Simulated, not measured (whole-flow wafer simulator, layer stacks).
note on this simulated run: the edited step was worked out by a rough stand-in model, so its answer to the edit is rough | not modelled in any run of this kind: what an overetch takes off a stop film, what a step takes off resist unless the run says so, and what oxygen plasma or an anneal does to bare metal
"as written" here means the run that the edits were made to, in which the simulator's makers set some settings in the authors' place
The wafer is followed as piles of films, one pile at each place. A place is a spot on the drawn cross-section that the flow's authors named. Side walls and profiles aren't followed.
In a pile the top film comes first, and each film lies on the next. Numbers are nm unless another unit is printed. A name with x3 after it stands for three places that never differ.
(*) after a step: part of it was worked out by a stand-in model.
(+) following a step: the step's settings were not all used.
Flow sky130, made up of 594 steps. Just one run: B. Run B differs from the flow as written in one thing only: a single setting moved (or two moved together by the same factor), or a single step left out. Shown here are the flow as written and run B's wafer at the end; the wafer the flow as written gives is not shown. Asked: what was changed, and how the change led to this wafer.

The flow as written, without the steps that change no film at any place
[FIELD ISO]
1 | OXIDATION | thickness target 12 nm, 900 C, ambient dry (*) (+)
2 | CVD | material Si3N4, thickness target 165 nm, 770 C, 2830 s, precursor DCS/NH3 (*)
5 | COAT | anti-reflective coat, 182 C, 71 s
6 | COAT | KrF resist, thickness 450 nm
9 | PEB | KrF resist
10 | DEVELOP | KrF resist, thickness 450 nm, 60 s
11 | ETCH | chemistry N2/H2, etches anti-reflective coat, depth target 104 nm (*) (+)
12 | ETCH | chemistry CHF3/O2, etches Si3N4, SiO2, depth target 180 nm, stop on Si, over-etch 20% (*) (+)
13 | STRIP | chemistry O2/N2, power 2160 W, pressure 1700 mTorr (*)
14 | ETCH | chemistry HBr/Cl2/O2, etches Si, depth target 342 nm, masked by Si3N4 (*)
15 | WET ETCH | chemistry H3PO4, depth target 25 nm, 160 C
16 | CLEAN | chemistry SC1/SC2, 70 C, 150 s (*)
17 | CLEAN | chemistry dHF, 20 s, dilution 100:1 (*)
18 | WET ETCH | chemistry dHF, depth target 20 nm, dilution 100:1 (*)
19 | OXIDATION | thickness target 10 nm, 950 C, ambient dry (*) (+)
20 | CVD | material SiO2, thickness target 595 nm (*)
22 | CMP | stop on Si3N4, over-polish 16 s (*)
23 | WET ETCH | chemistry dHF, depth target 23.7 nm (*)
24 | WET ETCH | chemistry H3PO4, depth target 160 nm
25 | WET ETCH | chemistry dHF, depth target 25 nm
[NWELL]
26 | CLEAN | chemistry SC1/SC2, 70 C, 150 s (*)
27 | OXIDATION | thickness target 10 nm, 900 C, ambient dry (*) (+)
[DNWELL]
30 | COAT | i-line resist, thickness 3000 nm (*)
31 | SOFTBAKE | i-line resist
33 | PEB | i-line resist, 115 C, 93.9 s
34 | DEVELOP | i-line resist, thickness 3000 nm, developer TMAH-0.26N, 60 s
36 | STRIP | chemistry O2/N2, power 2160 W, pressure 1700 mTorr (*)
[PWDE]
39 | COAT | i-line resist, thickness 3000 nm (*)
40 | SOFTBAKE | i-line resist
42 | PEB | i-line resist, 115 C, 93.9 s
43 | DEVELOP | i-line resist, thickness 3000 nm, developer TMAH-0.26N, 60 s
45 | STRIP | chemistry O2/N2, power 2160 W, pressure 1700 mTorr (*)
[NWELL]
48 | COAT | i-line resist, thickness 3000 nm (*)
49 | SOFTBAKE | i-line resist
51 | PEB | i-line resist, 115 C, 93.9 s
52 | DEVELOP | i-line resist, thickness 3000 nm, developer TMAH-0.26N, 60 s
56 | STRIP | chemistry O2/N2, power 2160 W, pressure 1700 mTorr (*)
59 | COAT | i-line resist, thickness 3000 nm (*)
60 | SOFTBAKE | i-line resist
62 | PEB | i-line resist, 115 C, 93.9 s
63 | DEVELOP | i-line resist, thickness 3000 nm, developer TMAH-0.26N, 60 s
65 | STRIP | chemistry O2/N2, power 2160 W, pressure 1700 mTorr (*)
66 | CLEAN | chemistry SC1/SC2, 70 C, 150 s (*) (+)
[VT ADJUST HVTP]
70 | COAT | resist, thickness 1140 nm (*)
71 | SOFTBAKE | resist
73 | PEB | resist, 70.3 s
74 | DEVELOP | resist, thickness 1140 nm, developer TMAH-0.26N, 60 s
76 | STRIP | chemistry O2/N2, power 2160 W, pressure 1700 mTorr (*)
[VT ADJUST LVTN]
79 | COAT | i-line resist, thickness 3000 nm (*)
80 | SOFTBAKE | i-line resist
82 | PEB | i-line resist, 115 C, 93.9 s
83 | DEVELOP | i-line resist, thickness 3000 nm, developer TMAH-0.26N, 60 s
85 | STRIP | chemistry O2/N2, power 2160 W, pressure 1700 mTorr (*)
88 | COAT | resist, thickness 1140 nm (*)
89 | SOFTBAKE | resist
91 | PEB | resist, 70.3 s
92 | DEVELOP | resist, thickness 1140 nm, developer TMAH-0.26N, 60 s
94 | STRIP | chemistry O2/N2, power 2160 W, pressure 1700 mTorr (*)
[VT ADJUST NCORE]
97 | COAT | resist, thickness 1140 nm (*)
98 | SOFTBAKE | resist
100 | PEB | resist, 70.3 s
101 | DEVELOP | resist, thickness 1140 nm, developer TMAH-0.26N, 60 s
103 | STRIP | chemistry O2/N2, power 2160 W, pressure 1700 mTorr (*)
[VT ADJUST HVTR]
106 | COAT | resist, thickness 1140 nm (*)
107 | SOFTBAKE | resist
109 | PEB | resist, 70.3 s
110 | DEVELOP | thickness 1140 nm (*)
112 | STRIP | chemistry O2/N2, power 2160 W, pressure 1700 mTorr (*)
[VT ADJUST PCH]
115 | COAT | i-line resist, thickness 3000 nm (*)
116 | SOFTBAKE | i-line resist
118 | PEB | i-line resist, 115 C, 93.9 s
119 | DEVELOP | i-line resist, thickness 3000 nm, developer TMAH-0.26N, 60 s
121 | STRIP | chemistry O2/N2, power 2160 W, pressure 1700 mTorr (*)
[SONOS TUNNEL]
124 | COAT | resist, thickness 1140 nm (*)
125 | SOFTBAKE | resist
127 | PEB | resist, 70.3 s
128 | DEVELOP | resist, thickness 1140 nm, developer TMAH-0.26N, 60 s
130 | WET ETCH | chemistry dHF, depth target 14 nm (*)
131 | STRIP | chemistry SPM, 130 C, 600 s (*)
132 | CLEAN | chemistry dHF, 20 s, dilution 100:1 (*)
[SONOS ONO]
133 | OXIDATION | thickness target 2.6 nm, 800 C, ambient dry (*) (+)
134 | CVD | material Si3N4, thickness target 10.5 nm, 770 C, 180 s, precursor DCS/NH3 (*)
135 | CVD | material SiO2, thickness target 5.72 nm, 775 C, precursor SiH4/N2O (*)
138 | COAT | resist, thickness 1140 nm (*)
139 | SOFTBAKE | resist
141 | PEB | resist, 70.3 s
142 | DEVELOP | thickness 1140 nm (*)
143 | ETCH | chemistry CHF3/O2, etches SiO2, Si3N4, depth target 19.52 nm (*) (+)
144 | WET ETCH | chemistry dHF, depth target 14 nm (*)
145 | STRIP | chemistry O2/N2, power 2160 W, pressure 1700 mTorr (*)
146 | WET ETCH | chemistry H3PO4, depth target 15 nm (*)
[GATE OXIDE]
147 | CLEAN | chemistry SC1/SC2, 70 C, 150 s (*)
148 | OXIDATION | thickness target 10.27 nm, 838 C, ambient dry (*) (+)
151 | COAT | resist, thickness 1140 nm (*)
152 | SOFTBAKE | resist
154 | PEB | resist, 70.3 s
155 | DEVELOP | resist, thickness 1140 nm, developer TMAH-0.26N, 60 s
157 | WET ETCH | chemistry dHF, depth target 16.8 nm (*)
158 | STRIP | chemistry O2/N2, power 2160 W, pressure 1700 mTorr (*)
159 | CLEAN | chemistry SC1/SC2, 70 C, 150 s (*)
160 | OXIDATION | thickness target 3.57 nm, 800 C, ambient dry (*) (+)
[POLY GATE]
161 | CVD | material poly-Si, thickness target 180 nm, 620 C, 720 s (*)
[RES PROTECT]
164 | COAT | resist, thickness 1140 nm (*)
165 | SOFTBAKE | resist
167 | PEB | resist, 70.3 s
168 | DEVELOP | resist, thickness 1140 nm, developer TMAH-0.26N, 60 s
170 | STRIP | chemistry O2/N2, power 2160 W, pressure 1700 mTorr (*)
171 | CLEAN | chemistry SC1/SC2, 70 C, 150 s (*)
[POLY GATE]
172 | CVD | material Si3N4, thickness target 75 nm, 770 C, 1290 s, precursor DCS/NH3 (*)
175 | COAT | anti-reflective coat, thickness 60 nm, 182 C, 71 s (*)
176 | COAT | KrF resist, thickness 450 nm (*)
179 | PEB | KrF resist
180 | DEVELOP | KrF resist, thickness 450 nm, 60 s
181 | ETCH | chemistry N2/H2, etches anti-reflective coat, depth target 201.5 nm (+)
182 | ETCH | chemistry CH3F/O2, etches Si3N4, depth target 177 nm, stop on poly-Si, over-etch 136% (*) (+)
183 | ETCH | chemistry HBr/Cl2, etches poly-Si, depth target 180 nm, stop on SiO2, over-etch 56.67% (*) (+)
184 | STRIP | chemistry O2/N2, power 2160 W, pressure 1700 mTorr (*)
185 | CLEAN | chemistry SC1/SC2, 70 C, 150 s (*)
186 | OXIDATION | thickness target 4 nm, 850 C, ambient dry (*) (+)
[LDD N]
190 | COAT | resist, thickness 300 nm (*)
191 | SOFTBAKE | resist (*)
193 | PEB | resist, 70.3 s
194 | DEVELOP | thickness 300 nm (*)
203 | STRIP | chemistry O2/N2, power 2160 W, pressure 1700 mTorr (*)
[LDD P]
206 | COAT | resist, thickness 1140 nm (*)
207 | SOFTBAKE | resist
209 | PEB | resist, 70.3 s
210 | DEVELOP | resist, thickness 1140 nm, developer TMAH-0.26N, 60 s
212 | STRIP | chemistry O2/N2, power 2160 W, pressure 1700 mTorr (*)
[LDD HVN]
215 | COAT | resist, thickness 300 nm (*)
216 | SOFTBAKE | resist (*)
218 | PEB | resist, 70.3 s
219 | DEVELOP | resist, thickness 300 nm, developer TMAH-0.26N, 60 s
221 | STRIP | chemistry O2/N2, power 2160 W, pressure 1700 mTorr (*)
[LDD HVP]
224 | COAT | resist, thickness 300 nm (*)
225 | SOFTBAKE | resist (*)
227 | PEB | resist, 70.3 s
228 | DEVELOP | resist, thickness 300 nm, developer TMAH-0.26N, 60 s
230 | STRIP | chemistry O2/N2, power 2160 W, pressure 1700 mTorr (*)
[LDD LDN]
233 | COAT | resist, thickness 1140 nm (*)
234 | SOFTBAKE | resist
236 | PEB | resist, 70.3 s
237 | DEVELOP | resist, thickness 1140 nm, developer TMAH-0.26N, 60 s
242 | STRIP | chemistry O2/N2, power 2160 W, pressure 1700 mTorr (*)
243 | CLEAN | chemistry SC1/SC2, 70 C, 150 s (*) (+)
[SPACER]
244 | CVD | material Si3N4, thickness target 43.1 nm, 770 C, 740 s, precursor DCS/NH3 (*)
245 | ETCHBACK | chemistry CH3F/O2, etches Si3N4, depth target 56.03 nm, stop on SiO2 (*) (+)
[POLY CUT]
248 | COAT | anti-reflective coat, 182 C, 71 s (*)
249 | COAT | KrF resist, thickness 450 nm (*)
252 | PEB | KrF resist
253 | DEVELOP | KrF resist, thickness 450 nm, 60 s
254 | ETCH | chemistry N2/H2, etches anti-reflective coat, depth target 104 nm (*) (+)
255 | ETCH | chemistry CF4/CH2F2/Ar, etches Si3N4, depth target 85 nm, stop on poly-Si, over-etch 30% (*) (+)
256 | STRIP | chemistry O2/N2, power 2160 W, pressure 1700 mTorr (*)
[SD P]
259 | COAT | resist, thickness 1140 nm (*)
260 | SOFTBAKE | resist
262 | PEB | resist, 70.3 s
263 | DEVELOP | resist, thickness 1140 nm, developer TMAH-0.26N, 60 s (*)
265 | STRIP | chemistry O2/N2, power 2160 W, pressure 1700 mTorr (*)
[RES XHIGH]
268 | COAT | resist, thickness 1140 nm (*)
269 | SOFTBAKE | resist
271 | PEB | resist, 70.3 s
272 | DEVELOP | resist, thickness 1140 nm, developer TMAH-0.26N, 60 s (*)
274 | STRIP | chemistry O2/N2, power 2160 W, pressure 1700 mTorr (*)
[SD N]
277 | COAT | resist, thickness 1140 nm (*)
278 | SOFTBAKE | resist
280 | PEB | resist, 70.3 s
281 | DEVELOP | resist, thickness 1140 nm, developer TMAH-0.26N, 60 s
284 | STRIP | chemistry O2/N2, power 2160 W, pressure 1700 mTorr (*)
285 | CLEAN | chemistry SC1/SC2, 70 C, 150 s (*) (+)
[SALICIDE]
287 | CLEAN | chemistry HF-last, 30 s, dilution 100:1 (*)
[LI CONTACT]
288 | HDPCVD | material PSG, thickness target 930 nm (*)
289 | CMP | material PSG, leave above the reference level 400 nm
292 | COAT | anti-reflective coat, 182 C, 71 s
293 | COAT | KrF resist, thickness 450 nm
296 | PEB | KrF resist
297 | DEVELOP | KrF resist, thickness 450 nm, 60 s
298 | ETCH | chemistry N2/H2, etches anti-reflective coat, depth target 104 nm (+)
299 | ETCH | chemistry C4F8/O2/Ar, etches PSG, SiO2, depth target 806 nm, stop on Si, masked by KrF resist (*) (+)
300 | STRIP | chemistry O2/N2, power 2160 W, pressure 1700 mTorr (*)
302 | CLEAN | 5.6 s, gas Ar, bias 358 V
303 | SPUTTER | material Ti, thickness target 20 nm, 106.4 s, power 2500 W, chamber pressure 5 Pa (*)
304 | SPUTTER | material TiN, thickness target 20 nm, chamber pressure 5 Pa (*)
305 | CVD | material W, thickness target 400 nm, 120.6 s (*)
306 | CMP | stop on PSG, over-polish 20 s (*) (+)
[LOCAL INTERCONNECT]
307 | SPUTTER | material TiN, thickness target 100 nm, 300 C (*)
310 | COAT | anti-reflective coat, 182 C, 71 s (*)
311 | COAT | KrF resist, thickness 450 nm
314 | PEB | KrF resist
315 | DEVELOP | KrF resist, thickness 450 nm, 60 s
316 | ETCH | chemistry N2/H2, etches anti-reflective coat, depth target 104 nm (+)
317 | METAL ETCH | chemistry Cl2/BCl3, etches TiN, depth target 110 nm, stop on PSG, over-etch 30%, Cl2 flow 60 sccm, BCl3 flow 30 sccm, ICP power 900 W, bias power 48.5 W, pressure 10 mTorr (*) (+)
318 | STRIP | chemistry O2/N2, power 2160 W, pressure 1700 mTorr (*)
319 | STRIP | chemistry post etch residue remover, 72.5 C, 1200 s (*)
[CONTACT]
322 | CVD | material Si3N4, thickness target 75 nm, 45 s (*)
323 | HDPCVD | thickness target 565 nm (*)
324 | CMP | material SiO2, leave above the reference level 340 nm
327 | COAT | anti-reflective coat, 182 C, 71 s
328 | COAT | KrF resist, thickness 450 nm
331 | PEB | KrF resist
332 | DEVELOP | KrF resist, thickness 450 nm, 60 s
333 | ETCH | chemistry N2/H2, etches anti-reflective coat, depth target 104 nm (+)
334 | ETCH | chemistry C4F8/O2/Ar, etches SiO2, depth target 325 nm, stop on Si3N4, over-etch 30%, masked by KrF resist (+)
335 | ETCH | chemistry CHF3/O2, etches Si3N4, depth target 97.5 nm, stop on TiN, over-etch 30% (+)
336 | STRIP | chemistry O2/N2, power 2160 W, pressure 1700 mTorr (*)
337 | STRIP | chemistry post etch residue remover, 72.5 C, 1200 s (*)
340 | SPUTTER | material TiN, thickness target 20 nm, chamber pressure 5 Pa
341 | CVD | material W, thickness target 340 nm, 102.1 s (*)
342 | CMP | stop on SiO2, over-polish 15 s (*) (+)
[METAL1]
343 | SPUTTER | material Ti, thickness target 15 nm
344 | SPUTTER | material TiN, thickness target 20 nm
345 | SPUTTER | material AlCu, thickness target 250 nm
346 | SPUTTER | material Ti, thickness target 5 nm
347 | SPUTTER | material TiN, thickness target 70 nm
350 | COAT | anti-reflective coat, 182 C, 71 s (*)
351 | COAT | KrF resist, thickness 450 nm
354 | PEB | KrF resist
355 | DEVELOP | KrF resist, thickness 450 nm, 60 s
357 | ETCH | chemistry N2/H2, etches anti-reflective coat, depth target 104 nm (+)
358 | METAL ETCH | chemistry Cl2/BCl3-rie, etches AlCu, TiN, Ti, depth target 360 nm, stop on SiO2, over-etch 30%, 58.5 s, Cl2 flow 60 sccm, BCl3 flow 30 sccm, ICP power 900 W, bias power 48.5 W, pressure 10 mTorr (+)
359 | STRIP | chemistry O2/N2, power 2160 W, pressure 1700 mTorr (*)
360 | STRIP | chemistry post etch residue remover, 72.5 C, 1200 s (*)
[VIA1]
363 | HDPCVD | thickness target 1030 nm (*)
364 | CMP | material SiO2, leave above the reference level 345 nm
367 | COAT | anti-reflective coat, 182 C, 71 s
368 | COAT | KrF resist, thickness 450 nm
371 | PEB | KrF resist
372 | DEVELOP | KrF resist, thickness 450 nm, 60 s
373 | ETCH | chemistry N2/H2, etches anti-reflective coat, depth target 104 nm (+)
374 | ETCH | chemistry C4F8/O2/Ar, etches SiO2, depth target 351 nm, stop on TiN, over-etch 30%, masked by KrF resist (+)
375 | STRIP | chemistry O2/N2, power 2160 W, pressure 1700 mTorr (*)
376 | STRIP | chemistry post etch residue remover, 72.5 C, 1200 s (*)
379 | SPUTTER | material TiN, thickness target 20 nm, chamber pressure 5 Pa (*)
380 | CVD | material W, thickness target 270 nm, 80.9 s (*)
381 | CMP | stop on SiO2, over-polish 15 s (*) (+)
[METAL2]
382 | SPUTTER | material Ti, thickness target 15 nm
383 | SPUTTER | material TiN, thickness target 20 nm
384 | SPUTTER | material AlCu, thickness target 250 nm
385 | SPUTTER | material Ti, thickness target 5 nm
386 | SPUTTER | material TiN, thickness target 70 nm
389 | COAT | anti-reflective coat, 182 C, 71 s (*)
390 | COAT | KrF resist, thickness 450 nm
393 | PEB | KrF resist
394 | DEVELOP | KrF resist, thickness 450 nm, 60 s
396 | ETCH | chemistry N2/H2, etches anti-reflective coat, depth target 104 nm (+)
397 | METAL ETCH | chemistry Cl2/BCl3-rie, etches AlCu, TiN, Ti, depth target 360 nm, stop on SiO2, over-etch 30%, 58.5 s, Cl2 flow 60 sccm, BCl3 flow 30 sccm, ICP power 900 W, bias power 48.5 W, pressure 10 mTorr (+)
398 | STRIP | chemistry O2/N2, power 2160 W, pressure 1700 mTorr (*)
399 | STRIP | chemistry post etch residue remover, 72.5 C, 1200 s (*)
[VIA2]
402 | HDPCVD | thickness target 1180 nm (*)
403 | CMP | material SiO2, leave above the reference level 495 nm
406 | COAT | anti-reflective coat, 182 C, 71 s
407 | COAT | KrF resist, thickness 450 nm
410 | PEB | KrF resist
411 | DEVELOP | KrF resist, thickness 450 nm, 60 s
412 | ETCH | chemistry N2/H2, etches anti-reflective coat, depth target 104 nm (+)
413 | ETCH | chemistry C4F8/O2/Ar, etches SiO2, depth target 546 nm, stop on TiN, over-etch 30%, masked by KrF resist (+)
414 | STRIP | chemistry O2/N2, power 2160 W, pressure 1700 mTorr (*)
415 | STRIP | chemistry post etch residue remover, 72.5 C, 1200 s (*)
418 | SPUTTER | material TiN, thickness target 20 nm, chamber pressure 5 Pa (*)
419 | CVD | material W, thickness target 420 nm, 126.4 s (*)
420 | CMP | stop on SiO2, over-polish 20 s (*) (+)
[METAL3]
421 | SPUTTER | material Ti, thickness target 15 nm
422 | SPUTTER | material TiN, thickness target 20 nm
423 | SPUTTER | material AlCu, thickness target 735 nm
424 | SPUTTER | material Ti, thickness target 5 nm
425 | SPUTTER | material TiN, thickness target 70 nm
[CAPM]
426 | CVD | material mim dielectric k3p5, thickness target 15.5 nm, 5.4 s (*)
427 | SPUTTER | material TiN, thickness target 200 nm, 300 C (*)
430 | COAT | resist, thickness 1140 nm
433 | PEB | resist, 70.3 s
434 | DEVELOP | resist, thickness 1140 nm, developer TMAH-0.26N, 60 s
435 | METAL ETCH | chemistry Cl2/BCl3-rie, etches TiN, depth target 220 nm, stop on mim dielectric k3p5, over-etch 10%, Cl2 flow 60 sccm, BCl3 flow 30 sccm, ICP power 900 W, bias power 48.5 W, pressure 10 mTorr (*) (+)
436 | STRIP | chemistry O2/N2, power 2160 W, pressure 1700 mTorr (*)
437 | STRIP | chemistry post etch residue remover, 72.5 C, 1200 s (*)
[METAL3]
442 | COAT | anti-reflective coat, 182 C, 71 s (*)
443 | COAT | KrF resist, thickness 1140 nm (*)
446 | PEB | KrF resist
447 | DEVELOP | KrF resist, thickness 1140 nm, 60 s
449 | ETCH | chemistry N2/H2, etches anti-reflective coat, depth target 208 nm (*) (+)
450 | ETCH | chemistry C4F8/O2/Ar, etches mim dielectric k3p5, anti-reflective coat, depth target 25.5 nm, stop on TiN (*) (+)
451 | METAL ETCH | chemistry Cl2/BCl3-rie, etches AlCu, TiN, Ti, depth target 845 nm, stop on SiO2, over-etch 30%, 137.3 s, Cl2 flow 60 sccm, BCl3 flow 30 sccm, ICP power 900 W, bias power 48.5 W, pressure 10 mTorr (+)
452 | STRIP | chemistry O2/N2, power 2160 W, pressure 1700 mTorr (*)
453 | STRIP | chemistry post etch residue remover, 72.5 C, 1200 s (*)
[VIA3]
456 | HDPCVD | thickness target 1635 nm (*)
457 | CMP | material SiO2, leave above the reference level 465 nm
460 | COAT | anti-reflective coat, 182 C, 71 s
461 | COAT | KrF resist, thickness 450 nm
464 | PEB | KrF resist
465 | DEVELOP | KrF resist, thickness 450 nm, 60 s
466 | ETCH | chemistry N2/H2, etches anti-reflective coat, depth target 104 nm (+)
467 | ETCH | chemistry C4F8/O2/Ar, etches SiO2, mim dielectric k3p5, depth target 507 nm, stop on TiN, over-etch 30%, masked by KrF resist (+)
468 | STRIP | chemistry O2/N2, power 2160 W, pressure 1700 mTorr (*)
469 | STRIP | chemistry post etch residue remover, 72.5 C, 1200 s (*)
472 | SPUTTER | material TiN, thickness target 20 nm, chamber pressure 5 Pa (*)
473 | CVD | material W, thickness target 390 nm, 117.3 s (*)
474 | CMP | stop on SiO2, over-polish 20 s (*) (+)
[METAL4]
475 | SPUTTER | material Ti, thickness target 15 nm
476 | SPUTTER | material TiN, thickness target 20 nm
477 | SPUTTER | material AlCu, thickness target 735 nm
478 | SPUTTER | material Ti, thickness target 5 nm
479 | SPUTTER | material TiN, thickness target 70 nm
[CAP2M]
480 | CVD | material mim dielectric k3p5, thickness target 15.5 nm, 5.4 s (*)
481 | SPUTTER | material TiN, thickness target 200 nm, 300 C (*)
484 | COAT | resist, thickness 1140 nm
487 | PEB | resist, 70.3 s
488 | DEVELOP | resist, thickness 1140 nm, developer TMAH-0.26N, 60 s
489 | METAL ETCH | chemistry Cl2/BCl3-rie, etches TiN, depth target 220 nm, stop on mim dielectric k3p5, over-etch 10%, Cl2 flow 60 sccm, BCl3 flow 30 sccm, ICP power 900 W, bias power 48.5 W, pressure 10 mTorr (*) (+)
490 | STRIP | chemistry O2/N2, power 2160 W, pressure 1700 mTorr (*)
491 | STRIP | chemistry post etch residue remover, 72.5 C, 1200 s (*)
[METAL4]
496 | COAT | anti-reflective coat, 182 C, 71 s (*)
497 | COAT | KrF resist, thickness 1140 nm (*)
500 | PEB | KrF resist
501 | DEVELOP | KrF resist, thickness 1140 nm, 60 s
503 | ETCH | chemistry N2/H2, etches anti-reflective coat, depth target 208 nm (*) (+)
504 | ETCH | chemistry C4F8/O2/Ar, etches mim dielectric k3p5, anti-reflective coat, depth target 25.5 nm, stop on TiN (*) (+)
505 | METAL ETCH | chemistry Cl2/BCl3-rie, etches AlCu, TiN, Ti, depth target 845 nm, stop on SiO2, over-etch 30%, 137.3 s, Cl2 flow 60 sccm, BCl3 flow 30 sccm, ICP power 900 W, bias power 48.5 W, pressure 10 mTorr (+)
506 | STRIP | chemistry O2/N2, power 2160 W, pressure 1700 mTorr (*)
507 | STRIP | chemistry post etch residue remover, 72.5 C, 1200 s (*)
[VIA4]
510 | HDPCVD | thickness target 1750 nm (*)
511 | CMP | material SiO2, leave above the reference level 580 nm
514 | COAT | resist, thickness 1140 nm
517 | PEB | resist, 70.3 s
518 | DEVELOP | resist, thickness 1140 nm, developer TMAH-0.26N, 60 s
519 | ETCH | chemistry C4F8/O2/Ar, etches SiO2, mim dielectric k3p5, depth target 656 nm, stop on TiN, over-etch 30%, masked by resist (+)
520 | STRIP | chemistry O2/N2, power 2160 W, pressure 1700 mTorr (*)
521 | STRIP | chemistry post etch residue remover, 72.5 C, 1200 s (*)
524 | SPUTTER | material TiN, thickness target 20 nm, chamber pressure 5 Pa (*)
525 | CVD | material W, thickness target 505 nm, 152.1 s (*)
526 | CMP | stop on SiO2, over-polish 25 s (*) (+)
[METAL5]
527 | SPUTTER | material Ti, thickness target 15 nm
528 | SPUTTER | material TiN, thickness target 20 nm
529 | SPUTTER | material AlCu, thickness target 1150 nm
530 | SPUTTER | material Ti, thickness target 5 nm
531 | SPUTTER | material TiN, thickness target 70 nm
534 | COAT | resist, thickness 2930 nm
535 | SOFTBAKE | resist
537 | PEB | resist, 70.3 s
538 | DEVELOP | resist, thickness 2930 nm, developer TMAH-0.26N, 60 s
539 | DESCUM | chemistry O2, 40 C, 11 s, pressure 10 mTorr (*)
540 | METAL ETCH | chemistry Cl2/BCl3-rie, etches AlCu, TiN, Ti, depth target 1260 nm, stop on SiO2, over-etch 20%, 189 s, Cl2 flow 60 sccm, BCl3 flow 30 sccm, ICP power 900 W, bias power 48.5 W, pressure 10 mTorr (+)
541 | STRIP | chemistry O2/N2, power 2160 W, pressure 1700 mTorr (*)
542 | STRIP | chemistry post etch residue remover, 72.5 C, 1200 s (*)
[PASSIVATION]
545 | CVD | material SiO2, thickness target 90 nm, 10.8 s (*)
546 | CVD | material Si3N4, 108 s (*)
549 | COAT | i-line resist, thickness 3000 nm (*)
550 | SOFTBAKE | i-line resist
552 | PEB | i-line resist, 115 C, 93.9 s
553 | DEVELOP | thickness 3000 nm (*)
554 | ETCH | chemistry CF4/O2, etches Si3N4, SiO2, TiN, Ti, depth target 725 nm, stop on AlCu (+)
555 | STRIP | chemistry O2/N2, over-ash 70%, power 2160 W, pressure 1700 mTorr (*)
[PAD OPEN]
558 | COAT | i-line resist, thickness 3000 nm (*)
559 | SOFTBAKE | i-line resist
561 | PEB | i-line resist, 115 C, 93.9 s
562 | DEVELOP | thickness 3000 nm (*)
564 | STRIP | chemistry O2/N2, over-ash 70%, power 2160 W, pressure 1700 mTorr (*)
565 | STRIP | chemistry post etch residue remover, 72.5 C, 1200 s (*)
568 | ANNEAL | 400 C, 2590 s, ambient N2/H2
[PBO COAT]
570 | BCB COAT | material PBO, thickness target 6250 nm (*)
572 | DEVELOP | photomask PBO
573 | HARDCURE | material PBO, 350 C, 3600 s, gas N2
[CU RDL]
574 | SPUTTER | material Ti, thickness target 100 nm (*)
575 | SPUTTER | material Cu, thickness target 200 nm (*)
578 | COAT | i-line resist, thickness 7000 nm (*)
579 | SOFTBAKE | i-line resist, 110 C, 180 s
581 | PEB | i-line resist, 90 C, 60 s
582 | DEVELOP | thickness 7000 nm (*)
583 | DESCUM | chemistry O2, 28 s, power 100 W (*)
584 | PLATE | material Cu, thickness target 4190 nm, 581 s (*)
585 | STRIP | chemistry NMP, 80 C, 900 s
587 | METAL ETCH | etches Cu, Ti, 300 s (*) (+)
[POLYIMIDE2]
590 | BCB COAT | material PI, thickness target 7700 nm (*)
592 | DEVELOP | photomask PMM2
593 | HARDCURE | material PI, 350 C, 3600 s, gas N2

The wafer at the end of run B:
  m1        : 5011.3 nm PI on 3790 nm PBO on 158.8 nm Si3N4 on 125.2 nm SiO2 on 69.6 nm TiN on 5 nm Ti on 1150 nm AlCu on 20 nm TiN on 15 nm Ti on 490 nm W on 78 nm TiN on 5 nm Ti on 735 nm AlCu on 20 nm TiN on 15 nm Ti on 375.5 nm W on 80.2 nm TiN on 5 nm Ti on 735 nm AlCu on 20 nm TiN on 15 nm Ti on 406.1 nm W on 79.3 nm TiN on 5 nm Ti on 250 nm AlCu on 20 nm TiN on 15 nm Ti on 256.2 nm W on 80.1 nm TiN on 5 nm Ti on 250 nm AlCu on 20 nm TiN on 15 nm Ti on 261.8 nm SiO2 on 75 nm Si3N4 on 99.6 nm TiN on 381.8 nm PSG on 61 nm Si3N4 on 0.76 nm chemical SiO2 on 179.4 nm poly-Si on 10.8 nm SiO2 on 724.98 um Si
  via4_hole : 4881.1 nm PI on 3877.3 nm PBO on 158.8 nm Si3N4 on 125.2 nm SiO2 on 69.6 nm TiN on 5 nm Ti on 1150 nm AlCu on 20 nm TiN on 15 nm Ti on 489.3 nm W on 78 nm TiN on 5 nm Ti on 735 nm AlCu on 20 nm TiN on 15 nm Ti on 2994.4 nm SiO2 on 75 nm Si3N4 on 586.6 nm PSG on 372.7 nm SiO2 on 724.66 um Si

What caused this: step 524, SPUTTER: thickness target 11 nm was run, whereas the flow has thickness target 20 nm.

The path from the change to this, step by step:
  524 | SPUTTER | material TiN, thickness target 20 nm, chamber pressure 5 Pa (*)
      field, active, n_well and 188 more: +11 TiN (new film) (it would be, as written: +20 TiN (new film))
      m1: +8.4 TiN (it would be, as written: +15.3 TiN)
      (also at 1 further place)
  526 | CMP | stop on SiO2, over-polish 25 s (*) (+)
      field, active, n_well and 188 more: -505 W (all of it), -11 TiN (all of it), -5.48 SiO2 (it would be, as written: -505 W (all of it), -20 TiN (all of it), -5.48 SiO2)
